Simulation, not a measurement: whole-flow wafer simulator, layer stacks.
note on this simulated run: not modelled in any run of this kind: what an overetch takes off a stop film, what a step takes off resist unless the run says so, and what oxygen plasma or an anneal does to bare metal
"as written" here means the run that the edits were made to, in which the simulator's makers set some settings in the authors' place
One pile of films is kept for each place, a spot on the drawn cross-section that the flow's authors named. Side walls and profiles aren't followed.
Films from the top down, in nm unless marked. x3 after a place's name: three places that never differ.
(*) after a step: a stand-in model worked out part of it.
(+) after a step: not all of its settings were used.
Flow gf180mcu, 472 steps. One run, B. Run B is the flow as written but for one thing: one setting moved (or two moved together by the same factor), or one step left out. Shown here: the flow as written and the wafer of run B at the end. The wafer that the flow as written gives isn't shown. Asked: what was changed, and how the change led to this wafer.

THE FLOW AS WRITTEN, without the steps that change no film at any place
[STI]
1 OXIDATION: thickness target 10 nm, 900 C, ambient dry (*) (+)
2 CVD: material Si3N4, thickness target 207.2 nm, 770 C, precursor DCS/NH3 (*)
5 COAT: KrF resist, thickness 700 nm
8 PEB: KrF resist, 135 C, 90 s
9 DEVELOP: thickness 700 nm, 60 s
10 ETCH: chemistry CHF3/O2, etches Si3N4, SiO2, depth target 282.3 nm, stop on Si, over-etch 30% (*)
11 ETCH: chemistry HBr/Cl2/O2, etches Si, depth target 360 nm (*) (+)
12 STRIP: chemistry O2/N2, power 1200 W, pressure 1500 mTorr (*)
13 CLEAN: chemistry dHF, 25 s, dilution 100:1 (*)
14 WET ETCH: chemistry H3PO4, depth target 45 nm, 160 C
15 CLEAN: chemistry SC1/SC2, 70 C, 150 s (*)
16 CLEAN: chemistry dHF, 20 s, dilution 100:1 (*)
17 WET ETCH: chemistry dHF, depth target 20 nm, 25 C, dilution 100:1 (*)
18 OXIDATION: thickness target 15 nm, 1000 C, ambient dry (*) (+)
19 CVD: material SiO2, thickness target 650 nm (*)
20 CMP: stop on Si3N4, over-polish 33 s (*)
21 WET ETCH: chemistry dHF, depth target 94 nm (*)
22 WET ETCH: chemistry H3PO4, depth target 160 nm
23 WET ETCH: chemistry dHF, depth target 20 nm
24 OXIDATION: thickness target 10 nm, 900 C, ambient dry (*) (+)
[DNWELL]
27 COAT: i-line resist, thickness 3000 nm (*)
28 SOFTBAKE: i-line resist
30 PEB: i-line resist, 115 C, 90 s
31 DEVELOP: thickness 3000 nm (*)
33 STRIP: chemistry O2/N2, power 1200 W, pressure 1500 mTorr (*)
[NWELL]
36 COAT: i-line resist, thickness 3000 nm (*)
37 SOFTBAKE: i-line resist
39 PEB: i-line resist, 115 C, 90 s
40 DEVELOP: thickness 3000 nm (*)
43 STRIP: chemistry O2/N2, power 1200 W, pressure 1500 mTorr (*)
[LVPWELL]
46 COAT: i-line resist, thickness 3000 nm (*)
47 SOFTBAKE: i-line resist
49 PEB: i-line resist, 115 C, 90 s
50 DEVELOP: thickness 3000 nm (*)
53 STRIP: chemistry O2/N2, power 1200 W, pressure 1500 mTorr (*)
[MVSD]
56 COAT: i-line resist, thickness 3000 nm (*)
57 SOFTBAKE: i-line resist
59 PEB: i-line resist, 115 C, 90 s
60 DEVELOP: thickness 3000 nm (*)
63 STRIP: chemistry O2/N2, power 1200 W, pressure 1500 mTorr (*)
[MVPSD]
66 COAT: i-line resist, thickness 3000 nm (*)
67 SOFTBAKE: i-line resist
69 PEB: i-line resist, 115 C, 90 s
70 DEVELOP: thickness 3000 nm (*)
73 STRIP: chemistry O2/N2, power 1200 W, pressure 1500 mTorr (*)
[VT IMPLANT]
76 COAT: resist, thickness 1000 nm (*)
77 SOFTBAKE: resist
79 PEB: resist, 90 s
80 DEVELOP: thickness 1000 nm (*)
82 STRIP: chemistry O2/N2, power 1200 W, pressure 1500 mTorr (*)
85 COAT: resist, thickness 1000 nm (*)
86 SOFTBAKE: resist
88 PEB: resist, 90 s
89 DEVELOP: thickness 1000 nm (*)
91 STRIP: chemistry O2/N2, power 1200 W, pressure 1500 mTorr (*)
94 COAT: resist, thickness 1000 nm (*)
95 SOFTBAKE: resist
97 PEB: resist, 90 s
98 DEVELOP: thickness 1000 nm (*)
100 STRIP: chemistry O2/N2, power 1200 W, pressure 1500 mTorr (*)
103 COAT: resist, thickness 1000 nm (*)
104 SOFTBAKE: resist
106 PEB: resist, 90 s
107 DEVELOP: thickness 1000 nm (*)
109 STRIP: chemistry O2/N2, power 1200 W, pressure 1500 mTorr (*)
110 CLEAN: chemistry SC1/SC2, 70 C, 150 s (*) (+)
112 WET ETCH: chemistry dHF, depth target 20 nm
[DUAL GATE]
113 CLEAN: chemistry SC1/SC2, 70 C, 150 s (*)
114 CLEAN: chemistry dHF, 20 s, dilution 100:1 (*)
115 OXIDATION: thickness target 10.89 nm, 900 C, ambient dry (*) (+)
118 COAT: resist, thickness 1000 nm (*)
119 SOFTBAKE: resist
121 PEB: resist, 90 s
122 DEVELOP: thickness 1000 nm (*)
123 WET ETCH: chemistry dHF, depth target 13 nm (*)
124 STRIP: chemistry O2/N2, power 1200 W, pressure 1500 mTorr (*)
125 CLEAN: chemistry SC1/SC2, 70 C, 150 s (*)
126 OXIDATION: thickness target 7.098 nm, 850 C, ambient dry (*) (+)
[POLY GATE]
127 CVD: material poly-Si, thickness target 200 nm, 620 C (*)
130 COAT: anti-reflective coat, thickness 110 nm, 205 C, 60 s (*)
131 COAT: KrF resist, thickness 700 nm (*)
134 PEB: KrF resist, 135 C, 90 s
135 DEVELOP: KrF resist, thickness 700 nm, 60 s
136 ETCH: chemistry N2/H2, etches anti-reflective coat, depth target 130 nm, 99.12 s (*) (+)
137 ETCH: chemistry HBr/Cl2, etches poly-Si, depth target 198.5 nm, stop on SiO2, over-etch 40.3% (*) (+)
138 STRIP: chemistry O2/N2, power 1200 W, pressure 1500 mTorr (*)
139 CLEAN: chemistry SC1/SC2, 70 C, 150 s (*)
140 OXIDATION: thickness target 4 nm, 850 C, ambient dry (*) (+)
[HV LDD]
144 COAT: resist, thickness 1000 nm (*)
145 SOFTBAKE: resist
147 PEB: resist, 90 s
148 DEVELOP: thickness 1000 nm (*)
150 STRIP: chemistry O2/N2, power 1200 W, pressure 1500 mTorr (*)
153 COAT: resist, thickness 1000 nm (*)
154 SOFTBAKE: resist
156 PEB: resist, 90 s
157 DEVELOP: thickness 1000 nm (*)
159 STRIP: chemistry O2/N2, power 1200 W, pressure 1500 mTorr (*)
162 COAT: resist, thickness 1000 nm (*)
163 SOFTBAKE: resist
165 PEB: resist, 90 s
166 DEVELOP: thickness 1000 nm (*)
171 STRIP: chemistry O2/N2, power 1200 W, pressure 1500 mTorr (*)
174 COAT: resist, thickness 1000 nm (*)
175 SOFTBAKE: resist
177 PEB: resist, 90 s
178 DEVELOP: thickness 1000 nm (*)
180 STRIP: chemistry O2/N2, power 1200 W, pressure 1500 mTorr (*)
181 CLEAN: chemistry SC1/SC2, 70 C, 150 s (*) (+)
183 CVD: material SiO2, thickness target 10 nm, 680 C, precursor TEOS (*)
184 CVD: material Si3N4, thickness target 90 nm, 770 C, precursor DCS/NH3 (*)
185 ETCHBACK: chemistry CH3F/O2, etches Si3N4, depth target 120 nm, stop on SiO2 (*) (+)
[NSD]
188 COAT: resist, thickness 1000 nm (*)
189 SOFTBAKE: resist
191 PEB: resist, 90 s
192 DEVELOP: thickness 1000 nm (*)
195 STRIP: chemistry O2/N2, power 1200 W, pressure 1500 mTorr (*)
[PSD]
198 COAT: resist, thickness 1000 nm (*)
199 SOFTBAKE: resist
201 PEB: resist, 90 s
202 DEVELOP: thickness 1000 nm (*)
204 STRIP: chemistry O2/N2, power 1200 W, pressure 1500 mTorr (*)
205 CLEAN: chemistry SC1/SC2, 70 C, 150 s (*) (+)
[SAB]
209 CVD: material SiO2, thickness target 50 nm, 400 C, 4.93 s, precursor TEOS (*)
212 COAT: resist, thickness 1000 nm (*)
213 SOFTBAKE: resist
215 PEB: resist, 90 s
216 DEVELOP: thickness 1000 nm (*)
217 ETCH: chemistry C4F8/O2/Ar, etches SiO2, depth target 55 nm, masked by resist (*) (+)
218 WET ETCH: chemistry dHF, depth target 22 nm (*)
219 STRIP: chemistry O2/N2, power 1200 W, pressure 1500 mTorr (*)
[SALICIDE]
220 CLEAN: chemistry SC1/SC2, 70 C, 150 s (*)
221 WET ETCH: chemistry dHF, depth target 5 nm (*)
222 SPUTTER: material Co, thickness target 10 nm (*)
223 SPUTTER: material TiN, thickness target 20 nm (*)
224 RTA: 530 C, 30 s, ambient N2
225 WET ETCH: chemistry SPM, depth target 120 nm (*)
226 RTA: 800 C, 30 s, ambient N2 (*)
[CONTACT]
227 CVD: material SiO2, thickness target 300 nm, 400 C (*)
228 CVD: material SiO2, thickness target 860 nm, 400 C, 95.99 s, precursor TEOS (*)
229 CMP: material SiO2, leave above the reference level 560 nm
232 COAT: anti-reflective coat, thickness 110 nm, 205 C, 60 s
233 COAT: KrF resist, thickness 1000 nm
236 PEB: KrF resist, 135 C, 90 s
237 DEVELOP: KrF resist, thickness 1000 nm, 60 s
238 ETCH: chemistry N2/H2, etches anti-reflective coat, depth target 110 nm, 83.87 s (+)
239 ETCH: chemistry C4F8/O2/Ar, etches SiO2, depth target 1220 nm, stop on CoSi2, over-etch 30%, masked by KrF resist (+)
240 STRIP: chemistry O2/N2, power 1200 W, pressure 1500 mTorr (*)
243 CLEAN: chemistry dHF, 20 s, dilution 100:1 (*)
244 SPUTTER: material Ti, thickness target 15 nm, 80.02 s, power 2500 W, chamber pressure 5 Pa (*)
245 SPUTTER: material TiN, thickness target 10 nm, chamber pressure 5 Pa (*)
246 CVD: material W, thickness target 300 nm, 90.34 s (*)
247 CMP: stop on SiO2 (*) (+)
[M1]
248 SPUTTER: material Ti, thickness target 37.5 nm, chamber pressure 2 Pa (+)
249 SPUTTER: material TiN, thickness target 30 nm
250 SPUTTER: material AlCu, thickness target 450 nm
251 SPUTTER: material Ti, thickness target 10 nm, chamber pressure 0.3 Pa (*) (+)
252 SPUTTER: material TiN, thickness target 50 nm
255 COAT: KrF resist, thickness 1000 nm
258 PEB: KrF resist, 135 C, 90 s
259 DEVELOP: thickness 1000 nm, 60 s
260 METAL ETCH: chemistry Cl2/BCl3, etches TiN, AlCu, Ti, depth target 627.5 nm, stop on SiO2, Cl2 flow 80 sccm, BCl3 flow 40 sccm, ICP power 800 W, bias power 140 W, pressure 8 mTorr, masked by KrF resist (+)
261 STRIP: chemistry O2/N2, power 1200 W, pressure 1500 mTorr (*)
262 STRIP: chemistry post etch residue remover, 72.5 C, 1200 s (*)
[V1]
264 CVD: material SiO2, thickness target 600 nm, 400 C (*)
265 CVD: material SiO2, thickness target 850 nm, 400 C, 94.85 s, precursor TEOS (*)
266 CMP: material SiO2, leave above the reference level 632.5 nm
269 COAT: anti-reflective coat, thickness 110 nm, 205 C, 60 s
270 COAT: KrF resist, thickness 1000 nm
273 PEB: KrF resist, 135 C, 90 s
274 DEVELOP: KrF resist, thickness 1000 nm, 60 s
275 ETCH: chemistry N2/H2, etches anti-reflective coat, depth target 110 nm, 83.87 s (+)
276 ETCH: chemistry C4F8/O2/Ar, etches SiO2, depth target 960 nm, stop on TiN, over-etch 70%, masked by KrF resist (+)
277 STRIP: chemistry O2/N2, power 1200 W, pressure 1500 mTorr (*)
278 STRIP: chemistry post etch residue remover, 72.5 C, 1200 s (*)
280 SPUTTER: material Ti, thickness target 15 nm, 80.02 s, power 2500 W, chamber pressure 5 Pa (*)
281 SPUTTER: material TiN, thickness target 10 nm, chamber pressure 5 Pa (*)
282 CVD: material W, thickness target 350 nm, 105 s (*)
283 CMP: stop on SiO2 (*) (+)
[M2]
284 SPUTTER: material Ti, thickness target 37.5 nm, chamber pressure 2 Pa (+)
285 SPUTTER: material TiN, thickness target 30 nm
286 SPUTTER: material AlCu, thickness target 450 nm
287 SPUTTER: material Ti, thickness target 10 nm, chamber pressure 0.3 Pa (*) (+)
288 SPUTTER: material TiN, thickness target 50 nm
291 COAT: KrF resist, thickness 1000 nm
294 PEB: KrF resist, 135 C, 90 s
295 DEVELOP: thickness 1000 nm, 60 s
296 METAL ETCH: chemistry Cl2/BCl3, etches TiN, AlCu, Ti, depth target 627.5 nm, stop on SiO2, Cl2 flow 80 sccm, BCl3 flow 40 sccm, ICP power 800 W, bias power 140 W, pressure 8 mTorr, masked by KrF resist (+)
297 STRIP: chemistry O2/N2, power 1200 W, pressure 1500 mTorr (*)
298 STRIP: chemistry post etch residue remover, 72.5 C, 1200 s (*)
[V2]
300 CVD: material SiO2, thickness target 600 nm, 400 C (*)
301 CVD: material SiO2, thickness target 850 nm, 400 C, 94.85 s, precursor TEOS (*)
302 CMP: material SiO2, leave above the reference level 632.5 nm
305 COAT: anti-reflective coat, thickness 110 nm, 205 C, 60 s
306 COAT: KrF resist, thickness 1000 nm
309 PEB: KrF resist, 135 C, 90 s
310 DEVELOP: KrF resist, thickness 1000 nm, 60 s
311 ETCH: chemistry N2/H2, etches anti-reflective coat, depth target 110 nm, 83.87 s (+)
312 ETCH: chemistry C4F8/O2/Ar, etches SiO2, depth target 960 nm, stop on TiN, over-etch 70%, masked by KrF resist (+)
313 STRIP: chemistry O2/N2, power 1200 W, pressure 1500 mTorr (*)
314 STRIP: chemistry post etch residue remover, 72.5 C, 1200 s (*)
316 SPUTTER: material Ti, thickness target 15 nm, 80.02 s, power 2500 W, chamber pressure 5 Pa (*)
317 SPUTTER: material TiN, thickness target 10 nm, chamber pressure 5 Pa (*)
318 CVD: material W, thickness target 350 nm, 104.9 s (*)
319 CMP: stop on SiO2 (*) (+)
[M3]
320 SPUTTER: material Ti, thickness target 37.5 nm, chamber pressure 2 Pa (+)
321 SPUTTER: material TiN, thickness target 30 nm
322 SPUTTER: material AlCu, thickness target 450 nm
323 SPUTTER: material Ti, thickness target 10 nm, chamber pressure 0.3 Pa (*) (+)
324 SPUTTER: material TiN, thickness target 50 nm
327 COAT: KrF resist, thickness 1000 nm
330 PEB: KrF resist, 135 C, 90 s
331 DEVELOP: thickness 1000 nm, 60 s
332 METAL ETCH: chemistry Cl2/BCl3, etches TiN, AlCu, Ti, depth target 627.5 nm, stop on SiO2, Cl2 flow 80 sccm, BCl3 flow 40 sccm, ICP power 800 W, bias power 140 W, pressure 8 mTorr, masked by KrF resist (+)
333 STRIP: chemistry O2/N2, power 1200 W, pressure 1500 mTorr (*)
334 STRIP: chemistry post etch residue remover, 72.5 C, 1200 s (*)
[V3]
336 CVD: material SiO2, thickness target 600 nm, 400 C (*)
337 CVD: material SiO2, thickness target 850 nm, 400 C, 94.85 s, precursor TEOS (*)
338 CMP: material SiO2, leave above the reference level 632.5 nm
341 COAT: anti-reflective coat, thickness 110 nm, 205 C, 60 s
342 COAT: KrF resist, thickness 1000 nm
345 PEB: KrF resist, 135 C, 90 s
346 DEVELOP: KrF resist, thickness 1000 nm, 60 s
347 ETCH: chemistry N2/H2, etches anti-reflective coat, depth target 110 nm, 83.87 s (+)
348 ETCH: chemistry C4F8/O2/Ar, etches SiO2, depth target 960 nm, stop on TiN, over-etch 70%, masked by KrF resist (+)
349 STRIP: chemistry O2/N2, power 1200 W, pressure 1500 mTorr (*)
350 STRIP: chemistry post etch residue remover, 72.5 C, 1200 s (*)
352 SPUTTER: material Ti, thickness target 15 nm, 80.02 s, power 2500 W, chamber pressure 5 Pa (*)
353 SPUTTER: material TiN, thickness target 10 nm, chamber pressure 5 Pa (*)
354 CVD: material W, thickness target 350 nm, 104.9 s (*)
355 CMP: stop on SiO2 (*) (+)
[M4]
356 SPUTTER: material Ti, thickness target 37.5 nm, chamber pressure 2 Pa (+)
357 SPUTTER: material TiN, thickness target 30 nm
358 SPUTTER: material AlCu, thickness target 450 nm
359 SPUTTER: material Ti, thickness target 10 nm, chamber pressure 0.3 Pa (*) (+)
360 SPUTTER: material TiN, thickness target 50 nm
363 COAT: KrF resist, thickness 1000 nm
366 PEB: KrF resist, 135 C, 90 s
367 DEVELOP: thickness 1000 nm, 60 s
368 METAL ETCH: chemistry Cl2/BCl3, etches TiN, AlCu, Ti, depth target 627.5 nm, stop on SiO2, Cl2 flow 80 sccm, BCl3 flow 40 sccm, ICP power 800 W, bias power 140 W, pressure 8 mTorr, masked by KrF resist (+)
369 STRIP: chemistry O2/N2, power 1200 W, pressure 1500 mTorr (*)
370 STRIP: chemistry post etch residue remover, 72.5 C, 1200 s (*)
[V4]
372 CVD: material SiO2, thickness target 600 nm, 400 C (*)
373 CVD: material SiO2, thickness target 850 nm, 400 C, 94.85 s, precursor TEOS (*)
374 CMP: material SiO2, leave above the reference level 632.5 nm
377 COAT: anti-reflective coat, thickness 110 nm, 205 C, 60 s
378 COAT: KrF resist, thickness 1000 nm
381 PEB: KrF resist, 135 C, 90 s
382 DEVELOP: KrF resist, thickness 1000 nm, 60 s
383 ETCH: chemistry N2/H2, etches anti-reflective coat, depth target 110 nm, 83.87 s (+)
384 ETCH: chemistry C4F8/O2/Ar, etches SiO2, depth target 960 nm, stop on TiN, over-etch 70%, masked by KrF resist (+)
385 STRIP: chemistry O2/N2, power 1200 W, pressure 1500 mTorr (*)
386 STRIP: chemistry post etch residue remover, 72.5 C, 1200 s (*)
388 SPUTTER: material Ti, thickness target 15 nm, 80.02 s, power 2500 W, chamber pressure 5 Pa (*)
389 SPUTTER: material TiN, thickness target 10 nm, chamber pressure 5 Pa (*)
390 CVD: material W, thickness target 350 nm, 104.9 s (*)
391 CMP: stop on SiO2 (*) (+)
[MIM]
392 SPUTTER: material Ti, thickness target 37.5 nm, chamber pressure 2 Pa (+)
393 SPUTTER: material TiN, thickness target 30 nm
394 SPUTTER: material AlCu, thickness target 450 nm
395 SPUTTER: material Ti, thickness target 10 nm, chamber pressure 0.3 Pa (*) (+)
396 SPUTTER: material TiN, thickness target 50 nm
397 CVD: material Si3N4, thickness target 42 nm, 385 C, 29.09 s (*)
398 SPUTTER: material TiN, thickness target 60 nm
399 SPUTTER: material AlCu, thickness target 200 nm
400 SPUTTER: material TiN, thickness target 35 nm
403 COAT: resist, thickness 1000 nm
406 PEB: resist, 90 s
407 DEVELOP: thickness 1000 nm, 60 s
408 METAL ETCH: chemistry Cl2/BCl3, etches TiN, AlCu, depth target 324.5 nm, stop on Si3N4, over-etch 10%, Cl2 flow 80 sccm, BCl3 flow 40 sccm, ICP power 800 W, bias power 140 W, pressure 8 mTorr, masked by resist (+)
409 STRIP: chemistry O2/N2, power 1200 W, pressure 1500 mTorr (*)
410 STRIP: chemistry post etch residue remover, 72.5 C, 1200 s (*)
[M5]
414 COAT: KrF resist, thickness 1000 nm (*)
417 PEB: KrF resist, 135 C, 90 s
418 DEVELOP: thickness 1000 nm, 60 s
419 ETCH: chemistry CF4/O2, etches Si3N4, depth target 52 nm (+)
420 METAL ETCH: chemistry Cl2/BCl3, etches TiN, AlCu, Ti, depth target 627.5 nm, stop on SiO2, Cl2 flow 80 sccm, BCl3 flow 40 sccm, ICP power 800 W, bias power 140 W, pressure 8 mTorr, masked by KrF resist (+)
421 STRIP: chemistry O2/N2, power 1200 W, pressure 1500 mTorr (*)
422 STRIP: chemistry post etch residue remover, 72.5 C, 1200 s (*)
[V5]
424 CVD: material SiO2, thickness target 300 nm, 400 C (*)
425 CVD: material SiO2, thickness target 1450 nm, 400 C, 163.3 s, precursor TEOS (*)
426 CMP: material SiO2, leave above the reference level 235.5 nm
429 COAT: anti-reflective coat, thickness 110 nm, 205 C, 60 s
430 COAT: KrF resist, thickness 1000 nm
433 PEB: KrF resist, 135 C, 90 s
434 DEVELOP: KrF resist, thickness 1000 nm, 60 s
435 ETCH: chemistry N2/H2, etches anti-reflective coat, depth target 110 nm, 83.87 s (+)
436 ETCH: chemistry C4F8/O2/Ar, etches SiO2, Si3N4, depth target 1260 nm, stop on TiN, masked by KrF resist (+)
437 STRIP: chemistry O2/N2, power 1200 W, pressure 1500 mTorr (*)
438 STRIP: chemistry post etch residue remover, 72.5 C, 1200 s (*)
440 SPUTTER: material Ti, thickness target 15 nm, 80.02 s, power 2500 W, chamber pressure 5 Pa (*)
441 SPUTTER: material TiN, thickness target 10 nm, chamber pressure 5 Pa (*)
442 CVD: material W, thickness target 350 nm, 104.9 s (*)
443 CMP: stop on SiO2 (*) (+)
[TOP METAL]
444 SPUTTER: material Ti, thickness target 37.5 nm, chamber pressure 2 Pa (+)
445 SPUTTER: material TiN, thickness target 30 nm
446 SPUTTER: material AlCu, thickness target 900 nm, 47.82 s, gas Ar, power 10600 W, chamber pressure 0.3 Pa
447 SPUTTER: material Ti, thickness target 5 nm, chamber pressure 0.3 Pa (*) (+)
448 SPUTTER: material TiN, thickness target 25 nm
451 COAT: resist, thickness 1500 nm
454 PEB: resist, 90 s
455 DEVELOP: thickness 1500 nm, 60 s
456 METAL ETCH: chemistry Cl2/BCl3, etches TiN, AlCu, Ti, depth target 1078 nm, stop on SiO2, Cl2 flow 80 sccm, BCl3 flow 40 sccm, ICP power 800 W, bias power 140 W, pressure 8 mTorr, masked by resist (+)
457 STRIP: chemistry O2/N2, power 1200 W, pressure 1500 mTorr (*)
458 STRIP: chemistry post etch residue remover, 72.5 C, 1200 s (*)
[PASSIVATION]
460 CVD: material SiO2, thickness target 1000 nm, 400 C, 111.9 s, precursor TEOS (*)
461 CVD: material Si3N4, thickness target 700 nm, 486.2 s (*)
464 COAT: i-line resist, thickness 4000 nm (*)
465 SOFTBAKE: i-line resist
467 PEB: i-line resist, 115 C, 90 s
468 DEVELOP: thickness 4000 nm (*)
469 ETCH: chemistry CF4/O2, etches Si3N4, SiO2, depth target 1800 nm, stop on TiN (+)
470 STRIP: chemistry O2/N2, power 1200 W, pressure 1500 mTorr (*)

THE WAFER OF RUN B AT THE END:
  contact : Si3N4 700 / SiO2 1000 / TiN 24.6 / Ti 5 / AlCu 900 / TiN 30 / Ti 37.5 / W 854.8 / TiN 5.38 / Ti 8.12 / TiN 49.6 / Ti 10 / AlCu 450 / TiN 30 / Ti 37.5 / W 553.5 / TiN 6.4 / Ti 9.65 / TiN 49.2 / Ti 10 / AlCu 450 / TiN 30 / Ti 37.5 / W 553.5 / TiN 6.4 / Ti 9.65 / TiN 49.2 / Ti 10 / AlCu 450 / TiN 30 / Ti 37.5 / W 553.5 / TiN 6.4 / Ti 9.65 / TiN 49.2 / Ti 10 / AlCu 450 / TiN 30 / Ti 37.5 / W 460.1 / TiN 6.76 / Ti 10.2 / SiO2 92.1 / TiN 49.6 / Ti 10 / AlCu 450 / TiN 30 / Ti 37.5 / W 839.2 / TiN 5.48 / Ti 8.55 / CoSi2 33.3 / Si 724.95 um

The cause: step 276, ETCH: depth target 480 nm was run, where the flow has depth target 960 nm.

How the change led to this, step by step:
  276 ETCH: chemistry C4F8/O2/Ar, etches SiO2, depth target 960 nm, stop on TiN, over-etch 70%, masked by KrF resist (+)
      contact: SiO2 -480 (as written it would be: SiO2 -572.1 (all of it))
      field, field__w1, field__w2 and 107 more: KrF resist -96 (as written it would be: KrF resist -192)
  277 STRIP: chemistry O2/N2, power 1200 W, pressure 1500 mTorr (*)
      field, field__w1, field__w2 and 107 more: KrF resist -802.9 (all of it), anti-reflective coat -110 (all of it) (as written it would be: KrF resist -706.9 (all of it), anti-reflective coat -110 (all of it))
  280 SPUTTER: material Ti, thickness target 15 nm, 80.02 s, power 2500 W, chamber pressure 5 Pa (*)
      contact: Ti +10.2 (new film) (as written it would be: Ti +9.65 (new film))
  282 CVD: material W, thickness target 350 nm, 105 s (*)
      contact: W +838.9 (new film) (as written it would be: W +932.3 (new film))
Counting metal films that touch as one body, contact has 2 bodies (between them, from the top down: SiO2 92.1); the flow as written gives 1 body.
